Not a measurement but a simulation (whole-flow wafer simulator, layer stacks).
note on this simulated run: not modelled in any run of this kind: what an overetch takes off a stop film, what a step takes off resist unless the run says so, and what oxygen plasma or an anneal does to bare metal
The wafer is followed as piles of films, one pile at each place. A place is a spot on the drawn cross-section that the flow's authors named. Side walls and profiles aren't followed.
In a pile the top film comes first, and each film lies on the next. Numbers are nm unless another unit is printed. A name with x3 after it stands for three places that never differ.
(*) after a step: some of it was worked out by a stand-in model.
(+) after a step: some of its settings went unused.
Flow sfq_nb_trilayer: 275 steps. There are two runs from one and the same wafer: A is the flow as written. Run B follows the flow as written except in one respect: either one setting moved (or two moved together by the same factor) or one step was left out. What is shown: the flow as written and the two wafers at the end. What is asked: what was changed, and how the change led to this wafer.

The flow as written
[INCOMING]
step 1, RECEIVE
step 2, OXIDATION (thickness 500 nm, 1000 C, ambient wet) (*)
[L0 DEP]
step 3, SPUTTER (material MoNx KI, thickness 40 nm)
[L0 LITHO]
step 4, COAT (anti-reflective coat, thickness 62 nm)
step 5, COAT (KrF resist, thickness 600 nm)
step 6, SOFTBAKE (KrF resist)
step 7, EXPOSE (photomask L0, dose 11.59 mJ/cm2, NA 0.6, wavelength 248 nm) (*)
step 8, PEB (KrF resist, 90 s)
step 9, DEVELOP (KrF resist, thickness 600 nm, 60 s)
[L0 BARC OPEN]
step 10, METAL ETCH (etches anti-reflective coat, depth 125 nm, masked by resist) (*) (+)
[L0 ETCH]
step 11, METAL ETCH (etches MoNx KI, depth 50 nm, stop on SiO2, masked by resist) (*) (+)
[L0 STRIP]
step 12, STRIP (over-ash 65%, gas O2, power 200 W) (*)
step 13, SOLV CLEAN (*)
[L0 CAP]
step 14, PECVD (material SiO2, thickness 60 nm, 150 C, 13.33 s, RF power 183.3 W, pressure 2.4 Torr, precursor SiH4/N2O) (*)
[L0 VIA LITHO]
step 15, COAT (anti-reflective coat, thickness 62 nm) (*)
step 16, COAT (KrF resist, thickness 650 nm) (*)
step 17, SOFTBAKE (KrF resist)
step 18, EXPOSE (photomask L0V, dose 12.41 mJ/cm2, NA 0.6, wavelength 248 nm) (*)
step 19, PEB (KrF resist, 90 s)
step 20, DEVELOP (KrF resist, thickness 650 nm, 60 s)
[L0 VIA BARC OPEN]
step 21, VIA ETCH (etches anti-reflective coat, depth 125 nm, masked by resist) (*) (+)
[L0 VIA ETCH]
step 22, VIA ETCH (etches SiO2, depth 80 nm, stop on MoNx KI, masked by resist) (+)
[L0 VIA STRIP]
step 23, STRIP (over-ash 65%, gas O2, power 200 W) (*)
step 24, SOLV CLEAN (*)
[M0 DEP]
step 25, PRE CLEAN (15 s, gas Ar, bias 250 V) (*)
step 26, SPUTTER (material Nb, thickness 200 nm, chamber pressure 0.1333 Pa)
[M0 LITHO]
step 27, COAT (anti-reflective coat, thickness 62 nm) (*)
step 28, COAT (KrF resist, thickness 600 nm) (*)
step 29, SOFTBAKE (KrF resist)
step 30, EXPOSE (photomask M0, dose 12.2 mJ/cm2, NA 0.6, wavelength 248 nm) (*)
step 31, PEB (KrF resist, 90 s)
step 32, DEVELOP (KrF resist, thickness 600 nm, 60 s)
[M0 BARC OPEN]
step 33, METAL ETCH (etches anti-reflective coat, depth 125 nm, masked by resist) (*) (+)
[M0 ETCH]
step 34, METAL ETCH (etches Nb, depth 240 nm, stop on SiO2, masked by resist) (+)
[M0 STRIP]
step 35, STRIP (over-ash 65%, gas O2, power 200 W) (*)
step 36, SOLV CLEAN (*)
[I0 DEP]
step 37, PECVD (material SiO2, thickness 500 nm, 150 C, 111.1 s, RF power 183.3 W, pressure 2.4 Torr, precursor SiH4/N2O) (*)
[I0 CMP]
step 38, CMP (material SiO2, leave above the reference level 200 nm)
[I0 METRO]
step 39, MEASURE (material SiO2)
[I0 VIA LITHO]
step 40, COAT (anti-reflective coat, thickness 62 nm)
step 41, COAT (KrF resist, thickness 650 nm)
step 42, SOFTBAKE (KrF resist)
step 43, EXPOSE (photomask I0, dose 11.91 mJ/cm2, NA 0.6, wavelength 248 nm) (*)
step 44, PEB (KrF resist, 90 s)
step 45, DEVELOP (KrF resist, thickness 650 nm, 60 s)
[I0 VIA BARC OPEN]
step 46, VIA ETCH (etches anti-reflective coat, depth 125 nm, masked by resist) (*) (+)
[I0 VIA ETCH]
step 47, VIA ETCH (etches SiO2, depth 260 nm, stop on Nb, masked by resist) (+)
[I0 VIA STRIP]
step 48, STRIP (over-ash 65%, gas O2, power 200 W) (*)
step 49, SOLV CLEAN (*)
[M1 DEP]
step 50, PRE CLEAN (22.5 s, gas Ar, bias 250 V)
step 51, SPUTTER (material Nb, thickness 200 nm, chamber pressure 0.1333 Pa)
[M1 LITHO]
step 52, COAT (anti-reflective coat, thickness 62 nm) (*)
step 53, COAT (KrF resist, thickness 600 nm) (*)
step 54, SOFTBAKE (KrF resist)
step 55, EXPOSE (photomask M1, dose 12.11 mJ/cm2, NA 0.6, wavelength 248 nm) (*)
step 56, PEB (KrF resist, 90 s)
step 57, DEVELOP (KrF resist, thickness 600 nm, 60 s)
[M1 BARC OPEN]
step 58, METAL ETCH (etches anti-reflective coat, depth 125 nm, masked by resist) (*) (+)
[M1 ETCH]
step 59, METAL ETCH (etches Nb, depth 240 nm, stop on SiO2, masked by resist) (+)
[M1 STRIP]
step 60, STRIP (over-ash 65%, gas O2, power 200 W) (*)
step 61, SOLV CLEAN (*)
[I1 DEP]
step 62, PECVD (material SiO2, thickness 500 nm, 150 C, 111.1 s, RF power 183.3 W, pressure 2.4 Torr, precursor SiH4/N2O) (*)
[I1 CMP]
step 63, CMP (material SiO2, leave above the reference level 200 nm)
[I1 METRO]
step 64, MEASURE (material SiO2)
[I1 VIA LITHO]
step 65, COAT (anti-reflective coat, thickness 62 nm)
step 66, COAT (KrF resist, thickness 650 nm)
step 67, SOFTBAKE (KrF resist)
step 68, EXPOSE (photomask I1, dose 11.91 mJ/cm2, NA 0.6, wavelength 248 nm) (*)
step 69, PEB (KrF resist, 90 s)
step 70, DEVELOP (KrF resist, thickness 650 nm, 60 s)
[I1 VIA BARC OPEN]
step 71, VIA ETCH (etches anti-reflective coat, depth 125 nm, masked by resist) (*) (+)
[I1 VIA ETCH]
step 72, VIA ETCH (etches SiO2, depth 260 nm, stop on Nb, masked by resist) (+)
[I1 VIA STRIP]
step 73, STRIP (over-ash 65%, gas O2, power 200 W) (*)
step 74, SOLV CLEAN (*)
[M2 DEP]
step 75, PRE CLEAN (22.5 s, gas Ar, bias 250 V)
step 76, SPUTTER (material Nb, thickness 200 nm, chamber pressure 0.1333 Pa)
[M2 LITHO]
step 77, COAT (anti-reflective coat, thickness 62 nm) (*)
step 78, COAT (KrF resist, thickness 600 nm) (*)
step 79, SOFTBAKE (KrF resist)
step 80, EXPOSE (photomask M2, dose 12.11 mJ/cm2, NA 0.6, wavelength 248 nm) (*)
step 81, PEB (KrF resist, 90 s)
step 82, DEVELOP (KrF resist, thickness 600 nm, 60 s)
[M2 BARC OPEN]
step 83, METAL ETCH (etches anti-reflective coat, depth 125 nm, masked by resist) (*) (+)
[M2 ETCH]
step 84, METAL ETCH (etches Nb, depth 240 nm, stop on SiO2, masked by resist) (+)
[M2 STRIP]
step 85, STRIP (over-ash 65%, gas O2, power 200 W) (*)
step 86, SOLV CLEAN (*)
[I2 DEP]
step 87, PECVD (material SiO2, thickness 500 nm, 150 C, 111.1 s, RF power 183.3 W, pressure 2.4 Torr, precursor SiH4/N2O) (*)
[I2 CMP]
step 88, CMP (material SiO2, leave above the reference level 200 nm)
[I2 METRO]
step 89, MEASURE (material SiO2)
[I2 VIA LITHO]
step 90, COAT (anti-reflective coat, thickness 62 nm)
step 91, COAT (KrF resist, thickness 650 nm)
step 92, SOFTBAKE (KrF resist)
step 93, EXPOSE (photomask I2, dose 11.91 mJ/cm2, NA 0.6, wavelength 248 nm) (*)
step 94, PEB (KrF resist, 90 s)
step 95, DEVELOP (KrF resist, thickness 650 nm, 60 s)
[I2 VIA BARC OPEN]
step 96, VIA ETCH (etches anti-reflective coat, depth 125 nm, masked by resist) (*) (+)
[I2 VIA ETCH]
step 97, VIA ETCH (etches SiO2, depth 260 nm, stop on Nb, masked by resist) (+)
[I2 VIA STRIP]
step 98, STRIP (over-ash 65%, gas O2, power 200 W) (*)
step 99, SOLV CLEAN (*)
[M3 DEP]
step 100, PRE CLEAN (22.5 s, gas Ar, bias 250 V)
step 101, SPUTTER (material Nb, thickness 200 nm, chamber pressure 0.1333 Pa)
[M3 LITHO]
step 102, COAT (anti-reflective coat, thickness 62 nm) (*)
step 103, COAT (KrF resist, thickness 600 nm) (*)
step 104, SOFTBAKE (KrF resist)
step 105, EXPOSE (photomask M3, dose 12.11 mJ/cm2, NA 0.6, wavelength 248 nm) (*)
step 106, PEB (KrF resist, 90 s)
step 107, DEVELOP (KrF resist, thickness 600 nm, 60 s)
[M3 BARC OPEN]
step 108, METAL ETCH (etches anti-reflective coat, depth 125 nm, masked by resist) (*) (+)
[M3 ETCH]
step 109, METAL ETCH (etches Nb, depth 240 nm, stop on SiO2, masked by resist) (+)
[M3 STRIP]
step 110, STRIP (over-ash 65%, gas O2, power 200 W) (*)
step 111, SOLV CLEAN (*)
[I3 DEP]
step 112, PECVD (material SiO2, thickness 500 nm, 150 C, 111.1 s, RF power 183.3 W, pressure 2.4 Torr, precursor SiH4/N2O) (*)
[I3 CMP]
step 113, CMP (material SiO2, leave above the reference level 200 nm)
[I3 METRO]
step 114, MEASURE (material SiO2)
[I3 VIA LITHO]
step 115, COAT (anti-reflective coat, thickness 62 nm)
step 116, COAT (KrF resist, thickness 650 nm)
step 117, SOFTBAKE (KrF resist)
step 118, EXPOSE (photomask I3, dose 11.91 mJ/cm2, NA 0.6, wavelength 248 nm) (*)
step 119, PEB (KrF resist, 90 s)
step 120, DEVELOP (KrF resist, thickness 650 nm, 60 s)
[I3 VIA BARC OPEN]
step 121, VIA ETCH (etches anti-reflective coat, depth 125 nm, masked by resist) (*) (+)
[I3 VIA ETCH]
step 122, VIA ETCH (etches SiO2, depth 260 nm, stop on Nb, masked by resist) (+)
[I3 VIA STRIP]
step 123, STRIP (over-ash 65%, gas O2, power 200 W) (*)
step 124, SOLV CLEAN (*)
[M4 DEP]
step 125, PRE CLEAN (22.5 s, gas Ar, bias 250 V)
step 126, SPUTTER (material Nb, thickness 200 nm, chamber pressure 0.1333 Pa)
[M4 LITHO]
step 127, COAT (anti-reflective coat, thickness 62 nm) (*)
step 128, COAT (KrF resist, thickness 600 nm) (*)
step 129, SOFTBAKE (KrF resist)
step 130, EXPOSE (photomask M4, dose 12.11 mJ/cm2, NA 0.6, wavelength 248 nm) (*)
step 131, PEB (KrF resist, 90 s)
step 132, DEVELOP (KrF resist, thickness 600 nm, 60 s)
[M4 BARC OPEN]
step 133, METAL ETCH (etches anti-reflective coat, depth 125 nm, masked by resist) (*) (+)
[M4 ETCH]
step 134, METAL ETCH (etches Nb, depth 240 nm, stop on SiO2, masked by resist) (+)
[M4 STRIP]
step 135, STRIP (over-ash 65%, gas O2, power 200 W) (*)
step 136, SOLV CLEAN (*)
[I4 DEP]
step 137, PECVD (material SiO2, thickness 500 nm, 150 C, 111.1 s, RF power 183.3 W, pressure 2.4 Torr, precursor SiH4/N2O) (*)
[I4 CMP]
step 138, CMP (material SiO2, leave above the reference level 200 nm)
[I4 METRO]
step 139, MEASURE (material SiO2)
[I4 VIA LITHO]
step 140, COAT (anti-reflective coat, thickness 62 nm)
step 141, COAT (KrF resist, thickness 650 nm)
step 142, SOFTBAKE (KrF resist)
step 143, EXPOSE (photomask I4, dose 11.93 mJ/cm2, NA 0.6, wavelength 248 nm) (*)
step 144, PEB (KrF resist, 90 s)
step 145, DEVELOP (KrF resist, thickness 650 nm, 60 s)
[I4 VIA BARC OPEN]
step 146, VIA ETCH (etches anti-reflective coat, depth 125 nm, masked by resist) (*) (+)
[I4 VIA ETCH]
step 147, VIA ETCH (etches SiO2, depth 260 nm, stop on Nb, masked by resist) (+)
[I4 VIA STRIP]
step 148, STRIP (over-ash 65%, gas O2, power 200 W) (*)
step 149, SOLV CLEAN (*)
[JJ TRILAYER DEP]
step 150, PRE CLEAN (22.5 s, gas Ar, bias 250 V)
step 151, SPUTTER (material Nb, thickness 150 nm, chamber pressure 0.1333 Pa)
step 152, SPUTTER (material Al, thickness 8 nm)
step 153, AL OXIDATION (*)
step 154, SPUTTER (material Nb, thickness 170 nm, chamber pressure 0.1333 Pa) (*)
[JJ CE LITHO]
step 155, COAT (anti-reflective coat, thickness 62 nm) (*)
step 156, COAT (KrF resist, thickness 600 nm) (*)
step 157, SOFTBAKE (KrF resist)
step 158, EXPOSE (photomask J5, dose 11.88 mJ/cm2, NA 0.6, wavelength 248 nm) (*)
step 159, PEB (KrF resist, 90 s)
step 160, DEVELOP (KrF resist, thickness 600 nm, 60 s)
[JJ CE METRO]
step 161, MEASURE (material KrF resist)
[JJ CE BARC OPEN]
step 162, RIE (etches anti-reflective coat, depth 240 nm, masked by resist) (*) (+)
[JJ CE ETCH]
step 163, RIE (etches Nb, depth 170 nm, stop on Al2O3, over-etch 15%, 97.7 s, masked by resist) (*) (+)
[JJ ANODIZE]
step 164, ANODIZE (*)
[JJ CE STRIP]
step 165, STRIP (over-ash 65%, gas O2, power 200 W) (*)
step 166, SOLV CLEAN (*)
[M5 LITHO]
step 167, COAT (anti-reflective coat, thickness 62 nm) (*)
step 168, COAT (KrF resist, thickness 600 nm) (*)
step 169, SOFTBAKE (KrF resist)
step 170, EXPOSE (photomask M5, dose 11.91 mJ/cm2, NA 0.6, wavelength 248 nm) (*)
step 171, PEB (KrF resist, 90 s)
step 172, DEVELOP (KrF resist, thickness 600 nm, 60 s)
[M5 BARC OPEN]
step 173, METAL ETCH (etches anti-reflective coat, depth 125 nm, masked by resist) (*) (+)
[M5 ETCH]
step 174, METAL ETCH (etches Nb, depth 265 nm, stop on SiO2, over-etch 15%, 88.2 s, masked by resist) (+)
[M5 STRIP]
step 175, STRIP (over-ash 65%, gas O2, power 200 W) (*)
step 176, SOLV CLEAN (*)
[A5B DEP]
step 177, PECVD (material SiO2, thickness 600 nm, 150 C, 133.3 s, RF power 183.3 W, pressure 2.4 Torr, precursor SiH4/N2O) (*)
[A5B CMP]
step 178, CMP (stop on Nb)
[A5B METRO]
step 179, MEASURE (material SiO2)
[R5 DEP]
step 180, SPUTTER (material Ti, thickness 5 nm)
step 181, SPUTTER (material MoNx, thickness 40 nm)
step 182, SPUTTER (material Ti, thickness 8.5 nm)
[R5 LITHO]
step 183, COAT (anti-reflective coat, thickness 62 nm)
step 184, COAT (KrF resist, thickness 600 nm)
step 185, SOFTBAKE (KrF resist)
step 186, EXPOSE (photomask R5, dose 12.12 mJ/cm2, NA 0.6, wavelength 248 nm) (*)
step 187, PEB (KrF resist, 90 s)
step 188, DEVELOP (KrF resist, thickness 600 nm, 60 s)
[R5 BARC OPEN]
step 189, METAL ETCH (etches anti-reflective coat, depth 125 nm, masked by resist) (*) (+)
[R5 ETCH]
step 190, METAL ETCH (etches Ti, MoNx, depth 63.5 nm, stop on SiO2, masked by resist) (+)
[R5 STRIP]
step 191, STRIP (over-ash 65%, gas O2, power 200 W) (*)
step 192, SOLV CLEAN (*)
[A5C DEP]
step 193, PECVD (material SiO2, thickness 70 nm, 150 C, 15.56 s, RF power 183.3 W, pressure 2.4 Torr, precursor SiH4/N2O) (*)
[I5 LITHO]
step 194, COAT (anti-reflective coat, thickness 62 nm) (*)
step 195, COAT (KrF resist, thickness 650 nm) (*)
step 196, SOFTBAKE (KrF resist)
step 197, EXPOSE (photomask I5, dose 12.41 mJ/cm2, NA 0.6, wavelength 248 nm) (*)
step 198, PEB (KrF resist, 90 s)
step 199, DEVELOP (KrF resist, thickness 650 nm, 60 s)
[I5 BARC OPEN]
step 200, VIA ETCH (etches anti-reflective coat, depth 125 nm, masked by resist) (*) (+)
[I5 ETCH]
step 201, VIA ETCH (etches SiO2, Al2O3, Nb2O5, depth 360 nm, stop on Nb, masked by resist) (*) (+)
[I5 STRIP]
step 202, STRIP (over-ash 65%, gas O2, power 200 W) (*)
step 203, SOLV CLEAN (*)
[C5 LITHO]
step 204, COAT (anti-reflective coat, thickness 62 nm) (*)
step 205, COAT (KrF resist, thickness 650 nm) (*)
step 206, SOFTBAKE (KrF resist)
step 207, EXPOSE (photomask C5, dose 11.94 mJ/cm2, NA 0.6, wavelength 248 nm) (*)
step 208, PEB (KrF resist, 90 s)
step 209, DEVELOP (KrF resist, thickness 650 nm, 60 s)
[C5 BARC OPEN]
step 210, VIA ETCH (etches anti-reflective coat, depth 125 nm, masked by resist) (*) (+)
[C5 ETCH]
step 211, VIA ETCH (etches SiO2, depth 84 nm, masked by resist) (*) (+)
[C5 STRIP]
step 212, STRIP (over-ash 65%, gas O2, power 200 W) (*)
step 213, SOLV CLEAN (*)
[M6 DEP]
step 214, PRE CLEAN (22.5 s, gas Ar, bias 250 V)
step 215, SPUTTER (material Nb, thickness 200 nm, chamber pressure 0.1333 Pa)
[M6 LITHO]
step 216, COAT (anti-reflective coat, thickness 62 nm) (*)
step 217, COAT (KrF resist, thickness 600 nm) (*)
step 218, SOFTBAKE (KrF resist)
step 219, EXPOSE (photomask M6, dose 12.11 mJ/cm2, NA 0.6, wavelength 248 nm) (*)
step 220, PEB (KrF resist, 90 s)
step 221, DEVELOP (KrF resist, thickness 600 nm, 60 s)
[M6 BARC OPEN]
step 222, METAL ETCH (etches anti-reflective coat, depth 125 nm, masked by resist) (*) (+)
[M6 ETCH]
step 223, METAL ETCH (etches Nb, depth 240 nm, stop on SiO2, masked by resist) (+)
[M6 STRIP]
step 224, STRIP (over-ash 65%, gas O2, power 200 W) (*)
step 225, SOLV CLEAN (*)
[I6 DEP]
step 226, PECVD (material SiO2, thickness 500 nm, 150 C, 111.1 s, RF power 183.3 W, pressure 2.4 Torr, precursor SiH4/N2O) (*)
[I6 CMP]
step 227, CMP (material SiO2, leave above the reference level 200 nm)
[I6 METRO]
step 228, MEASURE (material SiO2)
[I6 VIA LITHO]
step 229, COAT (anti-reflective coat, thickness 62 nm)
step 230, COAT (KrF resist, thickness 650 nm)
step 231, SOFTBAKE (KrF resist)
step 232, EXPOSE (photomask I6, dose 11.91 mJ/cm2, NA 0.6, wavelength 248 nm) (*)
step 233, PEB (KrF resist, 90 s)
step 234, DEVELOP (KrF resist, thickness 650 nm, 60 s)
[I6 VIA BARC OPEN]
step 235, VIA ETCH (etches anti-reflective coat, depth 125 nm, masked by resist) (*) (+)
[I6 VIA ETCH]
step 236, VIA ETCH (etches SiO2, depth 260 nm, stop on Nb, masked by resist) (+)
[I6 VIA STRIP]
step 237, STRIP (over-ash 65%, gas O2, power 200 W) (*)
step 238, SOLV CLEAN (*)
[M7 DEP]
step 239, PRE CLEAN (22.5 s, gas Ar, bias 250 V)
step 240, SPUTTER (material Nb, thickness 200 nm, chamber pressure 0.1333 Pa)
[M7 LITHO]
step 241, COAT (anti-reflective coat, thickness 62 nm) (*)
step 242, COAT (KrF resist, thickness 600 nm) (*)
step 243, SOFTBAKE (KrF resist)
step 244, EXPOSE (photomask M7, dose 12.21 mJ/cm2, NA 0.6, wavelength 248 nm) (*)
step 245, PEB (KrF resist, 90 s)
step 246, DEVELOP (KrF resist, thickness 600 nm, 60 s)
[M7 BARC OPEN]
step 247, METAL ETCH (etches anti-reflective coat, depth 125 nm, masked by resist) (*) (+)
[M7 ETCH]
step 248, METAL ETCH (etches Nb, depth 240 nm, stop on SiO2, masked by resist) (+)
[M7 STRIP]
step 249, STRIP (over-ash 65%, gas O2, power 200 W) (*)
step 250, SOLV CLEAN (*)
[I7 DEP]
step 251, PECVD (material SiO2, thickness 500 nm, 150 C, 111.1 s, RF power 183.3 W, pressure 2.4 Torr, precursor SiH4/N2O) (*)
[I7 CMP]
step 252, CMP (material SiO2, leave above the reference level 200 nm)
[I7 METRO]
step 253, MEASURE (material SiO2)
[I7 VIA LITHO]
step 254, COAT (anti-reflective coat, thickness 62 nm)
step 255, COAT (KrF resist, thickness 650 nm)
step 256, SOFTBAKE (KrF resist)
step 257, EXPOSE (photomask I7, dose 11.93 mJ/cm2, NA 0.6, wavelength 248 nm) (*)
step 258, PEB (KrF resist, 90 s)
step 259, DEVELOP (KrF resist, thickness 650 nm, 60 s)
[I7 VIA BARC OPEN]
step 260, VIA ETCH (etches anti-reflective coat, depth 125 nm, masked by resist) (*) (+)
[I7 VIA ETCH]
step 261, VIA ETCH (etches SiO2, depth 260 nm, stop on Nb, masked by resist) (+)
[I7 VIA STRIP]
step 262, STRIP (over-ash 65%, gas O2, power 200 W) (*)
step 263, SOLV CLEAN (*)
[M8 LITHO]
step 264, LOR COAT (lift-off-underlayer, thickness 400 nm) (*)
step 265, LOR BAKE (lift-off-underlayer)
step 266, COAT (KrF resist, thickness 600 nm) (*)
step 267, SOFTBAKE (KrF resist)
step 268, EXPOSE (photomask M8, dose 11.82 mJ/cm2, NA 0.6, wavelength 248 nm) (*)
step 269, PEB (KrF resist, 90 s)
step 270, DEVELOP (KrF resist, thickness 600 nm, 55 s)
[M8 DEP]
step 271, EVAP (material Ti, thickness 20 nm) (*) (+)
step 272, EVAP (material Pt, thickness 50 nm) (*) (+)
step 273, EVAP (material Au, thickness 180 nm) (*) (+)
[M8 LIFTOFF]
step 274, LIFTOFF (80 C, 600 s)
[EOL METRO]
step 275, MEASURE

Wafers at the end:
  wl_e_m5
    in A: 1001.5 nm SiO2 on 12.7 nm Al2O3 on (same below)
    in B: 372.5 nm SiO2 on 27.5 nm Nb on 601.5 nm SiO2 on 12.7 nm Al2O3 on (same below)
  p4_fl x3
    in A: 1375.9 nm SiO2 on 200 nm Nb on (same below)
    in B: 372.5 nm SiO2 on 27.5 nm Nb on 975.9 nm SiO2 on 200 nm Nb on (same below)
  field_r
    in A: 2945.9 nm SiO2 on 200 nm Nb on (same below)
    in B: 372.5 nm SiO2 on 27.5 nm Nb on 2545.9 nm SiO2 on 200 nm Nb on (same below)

What caused this: step 248, METAL ETCH: depth 172.5 nm was run, while the flow as written has depth 240 nm.

How this came from the change, step by step:
  step 248, METAL ETCH (etches Nb, depth 240 nm, stop on SiO2, masked by resist) (+)
      field_l, field_r, lsp_l and 62 more: A -200 Nb (all of it) | B -172.5 Nb
      v_sur, via_wl, via_w and 38 more: A -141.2 KrF resist | B -101.5 KrF resist
  step 249, STRIP (over-ash 65%, gas O2, power 200 W) (*)
      wl_j_sl, wl_jj, wl_j_sr and 14 more: A -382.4 KrF resist (all of it), -62 anti-reflective coat (all of it) | B -422.1 KrF resist (all of it), -62 anti-reflective coat (all of it)
      ln_m5, lsp_m, ln_m6: A -381.9 KrF resist (all of it), -61.8 anti-reflective coat (all of it) | B -421.6 KrF resist (all of it), -61.8 anti-reflective coat (all of it)
      (and at 21 other places as well)
  step 251, PECVD (material SiO2, thickness 500 nm, 150 C, 111.1 s, RF power 183.3 W, pressure 2.4 Torr, precursor SiH4/N2O) (*)
      field_l, p4_fl x3, p4_w1 x9 and 46 more: A +500 SiO2 | B +500 SiO2 (new film)
      field_r, lsp_l: A +477.7 SiO2 | B +480.7 SiO2 (new film)
      (and at 4 other places as well)
  step 252, CMP (material SiO2, leave above the reference level 200 nm)
      field_l, p4_fl x3, p4_w1 x9 and 46 more: A -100 SiO2 | B -127.5 SiO2
      field_r, lsp_l: A -77.7 SiO2 | B -108.2 SiO2
      (and at 2 other places as well)
If metal films that touch count as one body, wl_e_m5 has 7 bodies (between them, from the top down: SiO2 601.5 / Al2O3 12.7 / Nb2O5 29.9; SiO2 192.5; SiO2 192.5; SiO2 192.5; SiO2 192.5; SiO2 192.5); the flow as written gives 6 bodies (between them, from the top down: SiO2 192.5; SiO2 192.5; SiO2 192.5; SiO2 192.5; SiO2 192.5).
If metal films that touch count as one body, p4_fl x3 has 3 bodies (between them, from the top down: SiO2 975.9; SiO2 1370); the flow as written gives 2 bodies (between them, from the top down: SiO2 1370).
If metal films that touch count as one body, field_r has 2 bodies (between them, from the top down: SiO2 2545.9); the flow as written gives 1 body.
